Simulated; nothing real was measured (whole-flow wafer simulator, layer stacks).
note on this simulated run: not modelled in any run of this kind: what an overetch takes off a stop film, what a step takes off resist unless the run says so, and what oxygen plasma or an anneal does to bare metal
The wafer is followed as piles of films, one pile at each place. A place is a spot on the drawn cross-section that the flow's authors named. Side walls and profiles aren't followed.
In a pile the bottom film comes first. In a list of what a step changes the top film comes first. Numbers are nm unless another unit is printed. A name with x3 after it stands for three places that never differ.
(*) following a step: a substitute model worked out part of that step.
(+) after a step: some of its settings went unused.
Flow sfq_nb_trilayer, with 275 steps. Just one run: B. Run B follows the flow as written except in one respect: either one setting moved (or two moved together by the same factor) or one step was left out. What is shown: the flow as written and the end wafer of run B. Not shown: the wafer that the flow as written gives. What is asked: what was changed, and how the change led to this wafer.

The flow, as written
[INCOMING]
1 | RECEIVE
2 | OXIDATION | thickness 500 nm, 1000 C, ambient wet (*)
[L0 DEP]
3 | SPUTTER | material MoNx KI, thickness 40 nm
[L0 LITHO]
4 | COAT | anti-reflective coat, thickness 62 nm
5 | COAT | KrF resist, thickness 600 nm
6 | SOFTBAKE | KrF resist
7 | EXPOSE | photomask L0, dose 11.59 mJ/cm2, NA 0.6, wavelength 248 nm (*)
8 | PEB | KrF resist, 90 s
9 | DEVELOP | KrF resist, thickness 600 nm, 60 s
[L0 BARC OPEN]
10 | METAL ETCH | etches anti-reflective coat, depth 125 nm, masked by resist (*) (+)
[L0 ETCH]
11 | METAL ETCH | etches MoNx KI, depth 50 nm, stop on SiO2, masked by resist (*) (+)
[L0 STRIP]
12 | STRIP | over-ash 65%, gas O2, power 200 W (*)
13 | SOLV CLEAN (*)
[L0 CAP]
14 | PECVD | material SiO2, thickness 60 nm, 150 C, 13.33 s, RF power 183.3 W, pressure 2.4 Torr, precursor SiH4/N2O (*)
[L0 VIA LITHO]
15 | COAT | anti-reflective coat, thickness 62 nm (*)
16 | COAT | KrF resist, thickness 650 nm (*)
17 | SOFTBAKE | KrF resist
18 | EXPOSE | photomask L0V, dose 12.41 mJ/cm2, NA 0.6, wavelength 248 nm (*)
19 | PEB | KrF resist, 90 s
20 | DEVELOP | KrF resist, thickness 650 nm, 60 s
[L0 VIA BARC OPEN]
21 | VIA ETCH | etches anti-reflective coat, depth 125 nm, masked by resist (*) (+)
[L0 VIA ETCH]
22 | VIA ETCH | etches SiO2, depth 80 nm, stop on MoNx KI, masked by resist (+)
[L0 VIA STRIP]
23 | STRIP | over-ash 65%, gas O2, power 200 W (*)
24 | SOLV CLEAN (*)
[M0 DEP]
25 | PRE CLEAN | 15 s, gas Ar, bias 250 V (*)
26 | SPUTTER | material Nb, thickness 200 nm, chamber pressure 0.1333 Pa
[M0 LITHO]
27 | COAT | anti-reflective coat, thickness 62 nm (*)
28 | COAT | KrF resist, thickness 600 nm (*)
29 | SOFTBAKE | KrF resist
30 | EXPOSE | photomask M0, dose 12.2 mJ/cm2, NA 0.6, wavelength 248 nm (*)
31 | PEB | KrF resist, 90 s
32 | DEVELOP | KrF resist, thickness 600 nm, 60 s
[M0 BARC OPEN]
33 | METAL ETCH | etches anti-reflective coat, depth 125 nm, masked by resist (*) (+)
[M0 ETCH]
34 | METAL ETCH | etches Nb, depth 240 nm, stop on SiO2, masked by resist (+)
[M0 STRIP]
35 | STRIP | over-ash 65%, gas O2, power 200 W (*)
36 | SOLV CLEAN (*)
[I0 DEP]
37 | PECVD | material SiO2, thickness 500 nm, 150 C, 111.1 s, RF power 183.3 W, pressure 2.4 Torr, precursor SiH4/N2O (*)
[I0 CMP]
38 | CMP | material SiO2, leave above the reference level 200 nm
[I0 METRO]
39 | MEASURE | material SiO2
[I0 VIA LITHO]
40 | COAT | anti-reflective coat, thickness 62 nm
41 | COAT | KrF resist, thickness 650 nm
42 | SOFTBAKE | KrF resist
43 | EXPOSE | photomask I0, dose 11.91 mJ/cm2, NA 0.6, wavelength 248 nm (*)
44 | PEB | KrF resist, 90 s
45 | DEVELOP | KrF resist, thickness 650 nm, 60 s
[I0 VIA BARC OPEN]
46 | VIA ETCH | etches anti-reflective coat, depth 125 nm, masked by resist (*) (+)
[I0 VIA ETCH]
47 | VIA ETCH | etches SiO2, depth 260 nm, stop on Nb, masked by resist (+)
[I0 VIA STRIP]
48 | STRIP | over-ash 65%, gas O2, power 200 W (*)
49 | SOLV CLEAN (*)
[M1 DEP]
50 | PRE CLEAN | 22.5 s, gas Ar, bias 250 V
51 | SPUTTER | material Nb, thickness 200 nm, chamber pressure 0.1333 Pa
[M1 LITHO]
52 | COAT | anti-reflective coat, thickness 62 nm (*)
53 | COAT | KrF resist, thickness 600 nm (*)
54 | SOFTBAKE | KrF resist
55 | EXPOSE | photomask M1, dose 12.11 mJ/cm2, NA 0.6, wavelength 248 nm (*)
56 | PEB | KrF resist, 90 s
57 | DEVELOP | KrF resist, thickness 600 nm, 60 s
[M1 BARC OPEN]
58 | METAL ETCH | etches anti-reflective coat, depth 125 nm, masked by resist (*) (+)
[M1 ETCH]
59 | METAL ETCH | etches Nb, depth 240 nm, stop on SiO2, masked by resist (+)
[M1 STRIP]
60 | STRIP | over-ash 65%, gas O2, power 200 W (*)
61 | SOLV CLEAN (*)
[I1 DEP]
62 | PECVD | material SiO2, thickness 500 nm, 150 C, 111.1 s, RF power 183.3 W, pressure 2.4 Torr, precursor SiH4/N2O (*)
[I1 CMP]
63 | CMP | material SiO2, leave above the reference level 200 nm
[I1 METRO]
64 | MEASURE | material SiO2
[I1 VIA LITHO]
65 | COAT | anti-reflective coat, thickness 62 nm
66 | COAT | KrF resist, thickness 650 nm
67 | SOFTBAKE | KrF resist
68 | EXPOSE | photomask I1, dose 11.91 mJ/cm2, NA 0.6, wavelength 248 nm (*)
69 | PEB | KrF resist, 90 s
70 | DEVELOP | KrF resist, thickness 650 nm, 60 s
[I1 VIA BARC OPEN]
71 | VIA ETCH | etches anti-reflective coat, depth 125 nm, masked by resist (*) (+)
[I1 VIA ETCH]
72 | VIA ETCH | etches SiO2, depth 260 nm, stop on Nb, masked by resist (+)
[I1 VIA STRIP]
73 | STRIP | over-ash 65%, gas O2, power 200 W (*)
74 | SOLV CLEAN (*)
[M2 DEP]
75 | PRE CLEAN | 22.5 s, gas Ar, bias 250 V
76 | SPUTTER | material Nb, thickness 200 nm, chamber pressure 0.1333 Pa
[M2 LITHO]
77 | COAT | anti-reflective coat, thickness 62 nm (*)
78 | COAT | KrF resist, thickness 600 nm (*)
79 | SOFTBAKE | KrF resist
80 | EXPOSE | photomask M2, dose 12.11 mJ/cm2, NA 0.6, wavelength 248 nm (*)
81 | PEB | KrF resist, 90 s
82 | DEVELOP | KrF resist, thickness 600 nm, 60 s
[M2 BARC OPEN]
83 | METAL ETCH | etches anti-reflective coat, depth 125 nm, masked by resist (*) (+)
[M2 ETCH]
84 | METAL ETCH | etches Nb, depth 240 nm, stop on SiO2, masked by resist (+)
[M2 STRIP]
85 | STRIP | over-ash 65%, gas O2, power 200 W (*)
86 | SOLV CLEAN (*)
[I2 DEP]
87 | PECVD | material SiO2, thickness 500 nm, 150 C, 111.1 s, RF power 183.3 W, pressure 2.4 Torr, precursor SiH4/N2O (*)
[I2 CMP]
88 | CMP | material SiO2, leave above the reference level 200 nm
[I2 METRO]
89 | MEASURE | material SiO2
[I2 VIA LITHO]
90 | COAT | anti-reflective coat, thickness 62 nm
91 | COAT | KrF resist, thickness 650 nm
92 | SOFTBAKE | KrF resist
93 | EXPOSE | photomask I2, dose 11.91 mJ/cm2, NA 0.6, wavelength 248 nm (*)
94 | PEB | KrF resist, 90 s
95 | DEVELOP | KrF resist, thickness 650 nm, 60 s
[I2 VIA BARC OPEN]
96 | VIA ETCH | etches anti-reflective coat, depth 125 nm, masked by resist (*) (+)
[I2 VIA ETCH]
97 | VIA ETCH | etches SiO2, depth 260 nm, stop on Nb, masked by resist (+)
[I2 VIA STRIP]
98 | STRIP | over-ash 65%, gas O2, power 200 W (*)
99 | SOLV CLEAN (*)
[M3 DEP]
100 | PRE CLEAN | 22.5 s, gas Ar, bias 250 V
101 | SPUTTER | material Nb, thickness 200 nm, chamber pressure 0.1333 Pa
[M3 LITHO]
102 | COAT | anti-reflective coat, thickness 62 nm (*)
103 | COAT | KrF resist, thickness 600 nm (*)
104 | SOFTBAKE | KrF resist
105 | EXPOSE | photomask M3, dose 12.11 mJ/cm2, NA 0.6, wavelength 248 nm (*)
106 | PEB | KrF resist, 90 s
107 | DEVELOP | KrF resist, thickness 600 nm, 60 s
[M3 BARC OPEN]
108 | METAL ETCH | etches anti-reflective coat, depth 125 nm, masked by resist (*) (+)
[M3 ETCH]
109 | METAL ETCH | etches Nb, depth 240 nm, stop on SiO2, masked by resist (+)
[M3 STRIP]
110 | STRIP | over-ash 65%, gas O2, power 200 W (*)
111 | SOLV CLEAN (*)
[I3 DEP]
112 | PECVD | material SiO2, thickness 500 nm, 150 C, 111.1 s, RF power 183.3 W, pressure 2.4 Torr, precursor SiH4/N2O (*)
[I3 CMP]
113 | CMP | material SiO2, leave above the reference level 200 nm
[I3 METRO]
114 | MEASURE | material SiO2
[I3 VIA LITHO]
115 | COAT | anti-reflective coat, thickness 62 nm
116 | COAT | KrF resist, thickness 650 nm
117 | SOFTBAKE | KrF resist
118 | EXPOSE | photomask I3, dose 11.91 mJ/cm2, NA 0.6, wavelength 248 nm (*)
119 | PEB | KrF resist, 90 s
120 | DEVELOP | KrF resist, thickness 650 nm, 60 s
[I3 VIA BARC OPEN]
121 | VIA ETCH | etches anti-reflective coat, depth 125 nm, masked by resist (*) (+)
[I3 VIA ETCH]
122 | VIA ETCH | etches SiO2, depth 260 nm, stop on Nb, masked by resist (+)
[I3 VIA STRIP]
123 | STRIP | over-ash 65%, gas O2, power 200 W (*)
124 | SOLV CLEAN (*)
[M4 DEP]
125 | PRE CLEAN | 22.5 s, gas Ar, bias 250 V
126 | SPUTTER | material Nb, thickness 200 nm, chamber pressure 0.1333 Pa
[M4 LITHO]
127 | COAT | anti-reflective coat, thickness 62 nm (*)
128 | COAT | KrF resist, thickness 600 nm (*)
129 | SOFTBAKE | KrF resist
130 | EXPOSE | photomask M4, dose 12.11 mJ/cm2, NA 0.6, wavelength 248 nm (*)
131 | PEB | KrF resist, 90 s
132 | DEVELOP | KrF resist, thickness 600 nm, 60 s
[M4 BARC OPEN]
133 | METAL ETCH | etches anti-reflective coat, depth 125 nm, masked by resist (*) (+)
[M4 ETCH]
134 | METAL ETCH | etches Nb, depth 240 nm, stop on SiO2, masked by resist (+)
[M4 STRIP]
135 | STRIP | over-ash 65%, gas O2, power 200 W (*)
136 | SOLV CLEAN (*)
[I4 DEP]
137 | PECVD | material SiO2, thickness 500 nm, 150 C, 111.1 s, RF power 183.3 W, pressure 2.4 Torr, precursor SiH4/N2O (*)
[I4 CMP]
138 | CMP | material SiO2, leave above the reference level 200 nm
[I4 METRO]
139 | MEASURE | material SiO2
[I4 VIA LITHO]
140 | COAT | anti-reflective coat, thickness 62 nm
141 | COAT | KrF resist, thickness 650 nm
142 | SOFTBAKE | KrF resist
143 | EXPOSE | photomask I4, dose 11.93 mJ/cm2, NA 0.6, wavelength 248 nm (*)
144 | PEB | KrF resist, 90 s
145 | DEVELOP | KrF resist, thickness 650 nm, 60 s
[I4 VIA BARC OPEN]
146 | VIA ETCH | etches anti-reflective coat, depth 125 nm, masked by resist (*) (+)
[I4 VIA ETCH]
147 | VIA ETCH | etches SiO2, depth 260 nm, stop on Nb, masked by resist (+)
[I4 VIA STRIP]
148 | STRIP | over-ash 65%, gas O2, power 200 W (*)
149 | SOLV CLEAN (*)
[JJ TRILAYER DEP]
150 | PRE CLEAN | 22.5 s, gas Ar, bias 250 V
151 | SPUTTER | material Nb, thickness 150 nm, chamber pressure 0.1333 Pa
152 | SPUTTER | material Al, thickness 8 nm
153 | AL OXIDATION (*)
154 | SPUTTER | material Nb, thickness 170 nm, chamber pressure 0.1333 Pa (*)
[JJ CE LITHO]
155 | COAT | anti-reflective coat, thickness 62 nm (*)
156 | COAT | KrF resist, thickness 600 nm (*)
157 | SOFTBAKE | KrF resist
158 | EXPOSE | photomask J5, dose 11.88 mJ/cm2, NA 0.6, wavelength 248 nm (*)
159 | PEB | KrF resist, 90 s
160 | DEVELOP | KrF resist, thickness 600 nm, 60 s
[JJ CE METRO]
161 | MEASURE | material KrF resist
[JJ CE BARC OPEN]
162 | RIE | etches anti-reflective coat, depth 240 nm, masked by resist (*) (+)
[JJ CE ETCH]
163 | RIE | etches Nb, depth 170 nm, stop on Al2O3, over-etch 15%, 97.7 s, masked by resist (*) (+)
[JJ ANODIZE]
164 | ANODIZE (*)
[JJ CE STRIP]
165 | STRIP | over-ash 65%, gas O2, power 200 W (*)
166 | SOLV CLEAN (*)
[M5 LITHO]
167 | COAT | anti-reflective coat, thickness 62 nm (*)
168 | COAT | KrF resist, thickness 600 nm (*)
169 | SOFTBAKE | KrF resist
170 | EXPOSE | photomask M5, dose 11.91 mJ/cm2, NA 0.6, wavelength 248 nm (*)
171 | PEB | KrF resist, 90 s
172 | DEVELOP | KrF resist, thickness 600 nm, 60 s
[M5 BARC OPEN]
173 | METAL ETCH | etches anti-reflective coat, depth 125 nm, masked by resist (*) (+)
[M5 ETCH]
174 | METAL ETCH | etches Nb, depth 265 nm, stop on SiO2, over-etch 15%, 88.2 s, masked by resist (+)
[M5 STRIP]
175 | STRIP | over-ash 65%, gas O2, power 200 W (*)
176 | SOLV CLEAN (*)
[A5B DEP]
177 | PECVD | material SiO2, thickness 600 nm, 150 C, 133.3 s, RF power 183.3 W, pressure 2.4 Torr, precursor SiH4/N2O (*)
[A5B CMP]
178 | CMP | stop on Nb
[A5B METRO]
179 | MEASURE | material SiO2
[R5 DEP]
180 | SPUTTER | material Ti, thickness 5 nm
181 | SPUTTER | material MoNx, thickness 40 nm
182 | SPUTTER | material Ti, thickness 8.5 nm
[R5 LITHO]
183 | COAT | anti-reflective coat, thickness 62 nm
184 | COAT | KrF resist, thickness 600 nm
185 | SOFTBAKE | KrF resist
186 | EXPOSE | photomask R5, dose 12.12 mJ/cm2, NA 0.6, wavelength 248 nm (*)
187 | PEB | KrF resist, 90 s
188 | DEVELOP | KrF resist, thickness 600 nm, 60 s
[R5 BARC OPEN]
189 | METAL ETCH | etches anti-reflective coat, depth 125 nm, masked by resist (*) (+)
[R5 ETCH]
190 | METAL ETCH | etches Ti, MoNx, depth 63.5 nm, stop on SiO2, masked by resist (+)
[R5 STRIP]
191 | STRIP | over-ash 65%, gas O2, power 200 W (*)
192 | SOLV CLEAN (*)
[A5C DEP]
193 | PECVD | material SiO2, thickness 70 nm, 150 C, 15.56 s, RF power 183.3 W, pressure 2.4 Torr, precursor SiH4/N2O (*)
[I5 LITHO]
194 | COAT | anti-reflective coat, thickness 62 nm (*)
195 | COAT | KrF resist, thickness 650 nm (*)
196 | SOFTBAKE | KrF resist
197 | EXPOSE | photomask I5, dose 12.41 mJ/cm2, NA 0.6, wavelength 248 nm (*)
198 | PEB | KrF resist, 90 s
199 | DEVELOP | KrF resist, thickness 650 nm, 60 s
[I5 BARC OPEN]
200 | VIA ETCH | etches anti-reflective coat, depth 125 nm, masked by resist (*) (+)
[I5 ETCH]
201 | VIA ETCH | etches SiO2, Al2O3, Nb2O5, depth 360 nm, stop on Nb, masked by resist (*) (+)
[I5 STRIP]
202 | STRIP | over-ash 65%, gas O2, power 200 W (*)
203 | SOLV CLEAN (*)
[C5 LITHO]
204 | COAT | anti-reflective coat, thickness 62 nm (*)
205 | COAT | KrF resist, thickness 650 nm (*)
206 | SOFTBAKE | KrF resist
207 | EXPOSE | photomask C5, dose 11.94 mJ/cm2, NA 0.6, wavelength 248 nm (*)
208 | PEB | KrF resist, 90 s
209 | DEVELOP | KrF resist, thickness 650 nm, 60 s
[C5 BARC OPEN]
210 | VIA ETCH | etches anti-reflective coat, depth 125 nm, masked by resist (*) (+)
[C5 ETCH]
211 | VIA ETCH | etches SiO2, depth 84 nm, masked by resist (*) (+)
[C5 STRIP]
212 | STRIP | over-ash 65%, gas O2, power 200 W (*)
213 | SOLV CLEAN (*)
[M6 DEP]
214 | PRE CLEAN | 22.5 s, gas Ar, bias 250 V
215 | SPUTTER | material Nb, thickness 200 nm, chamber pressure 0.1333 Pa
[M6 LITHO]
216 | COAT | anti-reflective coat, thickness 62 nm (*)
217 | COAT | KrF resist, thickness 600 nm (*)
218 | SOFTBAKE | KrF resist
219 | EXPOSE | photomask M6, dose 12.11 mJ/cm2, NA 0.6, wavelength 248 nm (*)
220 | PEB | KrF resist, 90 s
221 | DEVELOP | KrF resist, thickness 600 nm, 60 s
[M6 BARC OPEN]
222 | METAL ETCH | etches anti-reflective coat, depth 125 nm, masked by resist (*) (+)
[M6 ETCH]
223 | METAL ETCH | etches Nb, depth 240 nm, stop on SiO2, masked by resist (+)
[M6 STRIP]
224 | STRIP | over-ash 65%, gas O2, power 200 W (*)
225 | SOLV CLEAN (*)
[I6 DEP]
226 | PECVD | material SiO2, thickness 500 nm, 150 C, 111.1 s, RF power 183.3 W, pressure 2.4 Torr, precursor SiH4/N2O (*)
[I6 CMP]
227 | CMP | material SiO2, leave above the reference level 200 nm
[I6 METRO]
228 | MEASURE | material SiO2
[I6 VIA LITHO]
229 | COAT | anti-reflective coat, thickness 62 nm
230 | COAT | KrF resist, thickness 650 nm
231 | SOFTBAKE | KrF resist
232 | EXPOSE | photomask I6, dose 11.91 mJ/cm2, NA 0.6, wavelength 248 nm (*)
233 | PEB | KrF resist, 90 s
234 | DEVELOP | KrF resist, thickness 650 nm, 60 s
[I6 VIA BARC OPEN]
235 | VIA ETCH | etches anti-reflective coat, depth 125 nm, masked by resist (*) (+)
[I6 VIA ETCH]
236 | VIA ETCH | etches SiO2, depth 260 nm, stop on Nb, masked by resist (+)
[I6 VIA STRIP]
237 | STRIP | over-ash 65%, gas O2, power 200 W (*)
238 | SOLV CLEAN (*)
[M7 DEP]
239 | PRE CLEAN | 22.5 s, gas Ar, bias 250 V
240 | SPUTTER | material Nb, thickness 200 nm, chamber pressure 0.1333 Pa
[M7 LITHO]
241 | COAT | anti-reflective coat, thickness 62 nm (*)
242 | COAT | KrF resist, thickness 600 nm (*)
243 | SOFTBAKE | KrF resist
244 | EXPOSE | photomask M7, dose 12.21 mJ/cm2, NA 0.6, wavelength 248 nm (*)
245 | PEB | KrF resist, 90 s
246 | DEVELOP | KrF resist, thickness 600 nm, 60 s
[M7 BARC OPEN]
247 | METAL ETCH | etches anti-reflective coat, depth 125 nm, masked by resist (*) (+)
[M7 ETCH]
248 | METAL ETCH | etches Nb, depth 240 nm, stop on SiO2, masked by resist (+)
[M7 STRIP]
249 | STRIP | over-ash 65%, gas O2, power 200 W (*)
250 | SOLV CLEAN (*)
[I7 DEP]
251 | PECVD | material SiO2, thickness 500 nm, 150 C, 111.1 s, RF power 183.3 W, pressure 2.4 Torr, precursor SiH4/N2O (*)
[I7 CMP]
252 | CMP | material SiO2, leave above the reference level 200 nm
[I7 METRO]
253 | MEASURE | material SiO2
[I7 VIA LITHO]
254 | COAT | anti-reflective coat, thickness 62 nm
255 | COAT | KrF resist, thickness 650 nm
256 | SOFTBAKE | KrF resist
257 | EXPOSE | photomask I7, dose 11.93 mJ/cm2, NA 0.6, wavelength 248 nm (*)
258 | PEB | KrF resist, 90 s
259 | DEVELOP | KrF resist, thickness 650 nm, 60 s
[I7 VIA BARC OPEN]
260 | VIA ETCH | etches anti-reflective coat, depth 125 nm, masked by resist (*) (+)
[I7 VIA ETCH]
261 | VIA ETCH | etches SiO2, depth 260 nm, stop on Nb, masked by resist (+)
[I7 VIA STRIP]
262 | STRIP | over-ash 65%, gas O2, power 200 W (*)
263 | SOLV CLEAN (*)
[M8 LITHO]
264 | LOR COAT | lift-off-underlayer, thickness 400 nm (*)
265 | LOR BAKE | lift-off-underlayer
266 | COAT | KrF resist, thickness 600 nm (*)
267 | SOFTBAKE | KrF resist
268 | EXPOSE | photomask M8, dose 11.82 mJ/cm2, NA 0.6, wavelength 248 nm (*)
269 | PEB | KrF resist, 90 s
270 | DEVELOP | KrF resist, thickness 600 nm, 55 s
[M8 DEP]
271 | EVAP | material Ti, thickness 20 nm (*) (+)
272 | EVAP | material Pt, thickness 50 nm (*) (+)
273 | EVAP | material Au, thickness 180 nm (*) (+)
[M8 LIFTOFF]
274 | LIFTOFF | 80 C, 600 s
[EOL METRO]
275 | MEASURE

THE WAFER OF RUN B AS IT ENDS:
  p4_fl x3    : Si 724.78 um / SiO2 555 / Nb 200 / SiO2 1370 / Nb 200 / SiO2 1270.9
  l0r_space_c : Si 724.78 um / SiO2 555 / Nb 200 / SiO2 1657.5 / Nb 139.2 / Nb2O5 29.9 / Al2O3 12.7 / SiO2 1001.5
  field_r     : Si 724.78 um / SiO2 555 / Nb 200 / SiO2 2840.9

Cause: step 138, CMP: leave above the reference level 95 nm was run, while the flow as written has leave above the reference level 200 nm.

The path from the change to this, step by step:
  138 | CMP | material SiO2, leave above the reference level 200 nm
      field_l, be, be_sur and 55 more: -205 SiO2 (as written it would have been: -100 SiO2)
      v_sur, via_wl, via_w and 35 more: -405 SiO2 (as written it would have been: -300 SiO2)
      (also at 10 further places)
  147 | VIA ETCH | etches SiO2, depth 260 nm, stop on Nb, masked by resist (+)
      field_l, v_sur, via_sp and 100 more: -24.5 KrF resist (as written it would have been: -44.8 KrF resist)
      via_wl, via_w, via_wr: -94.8 SiO2 (all of it) (as written it would have been: -199.8 SiO2 (all of it))
  148 | STRIP | over-ash 65%, gas O2, power 200 W (*)
      field_l, v_sur, via_sp and 100 more: -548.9 KrF resist (all of it), -62 anti-reflective coat (all of it) (as written it would have been: -528.6 KrF resist (all of it), -62 anti-reflective coat (all of it))
  151 | SPUTTER | material Nb, thickness 150 nm, chamber pressure 0.1333 Pa
      via_wl, via_w, via_wr: +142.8 Nb (as written it would have been: +130.4 Nb)
  152 | SPUTTER | material Al, thickness 8 nm
      via_wl, via_wr: +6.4 Al (new film) (as written it would have been: +5.14 Al (new film))
      via_w: +7.89 Al (new film) (as written it would have been: +7.12 Al (new film))
  154 | SPUTTER | material Nb, thickness 170 nm, chamber pressure 0.1333 Pa (*)
      via_wl, via_wr: +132 Nb (new film) (as written it would have been: +140.7 Nb (new film))
      via_w: +168.3 Nb (new film) (as written it would have been: +141 Nb (new film))
  155 | COAT | anti-reflective coat, thickness 62 nm (*)
      via_wl, via_wr: +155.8 anti-reflective coat (new film) (as written it would have been: +209.4 anti-reflective coat (new film))
      v_sur: +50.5 anti-reflective coat (new film) (as written it would have been: +45.1 anti-reflective coat (new film))
      (also at 2 further places)
  156 | COAT | KrF resist, thickness 600 nm (*)
      via_wl: +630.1 KrF resist (new film) (as written it would have been: +663 KrF resist (new film))
      via_w: +659.1 KrF resist (new film) (as written it would have been: +763.8 KrF resist (new film))
      (also at 1 further place)
  160 | DEVELOP | KrF resist, thickness 600 nm, 60 s
      via_wl: -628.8 KrF resist (all of it) (as written it would have been: -661.6 KrF resist (all of it))
      via_w: -657.7 KrF resist (all of it) (as written it would have been: -762.1 KrF resist (all of it))
      (also at 1 further place)
  162 | RIE | etches anti-reflective coat, depth 240 nm, masked by resist (*) (+)
      ce_l, c5j, ce_r, wl_jj: -155.8 KrF resist (as written it would have been: -209.4 KrF resist)
      via_wl, via_wr: -155.8 anti-reflective coat (all of it) (as written it would have been: -209.4 anti-reflective coat (all of it))
      (also at 3 further places)
  163 | RIE | etches Nb, depth 170 nm, stop on Al2O3, over-etch 15%, 97.7 s, masked by resist (*) (+)
      via_w: -168.3 Nb (all of it), -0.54 Al2O3 (as written it would have been: -141 Nb (all of it), -0.96 Al2O3 (all of it))
      via_wl, via_wr: -132 Nb (all of it), -0.96 Al2O3 (all of it) (as written it would have been: -140.7 Nb (all of it), -0.96 Al2O3 (all of it))
  164 | ANODIZE (*)
      via_w: +12.1 Al2O3, +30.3 Nb2O5 (new film), -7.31 Al (all of it), -10.9 Nb (as written it would have been: +10.8 Al2O3 (new film), +33.3 Nb2O5 (new film), -6.54 Al (all of it), -12 Nb)
      via_wl, via_wr: +9.61 Al2O3 (new film), +35.5 Nb2O5 (new film), -5.82 Al (all of it), -12.8 Nb (as written it would have been: +7.52 Al2O3 (new film), +39.2 Nb2O5 (new film), -4.56 Al (all of it), -14.1 Nb)
  165 | STRIP | over-ash 65%, gas O2, power 200 W (*)
      c5j, ce_r: -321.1 KrF resist (all of it), -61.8 anti-reflective coat (all of it) (as written it would have been: -266.9 KrF resist (all of it), -61.5 anti-reflective coat (all of it))
      ce_l: -321.1 KrF resist (all of it), -61.8 anti-reflective coat (all of it) (as written it would have been: -266.8 KrF resist (all of it), -61.4 anti-reflective coat (all of it))
      (also at 1 further place)
  167 | COAT | anti-reflective coat, thickness 62 nm (*)
      v_sur: +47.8 anti-reflective coat (new film) (as written it would have been: +44.9 anti-reflective coat (new film))
      via_wl: +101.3 anti-reflective coat (new film) (as written it would have been: +170.5 anti-reflective coat (new film))
      (also at 3 further places)
  168 | COAT | KrF resist, thickness 600 nm (*)
      v_sur: +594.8 KrF resist (new film) (as written it would have been: +577.9 KrF resist (new film))
      via_wl: +635.5 KrF resist (new film) (as written it would have been: +656 KrF resist (new film))
      (also at 3 further places)
  175 | STRIP | over-ash 65%, gas O2, power 200 W (*)
      v_sur: -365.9 KrF resist (all of it), -47.8 anti-reflective coat (all of it) (as written it would have been: -349.2 KrF resist (all of it), -44.9 anti-reflective coat (all of it))
      via_wl: -406.6 KrF resist (all of it), -101.3 anti-reflective coat (all of it) (as written it would have been: -427 KrF resist (all of it), -170.5 anti-reflective coat (all of it))
      (also at 3 further places)
  178 | CMP | stop on Nb
      via_wl, via_wr: -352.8 SiO2 (as written it would have been: -235.7 SiO2)
      via_w: -352.3 SiO2 (as written it would have been: -235.2 SiO2)
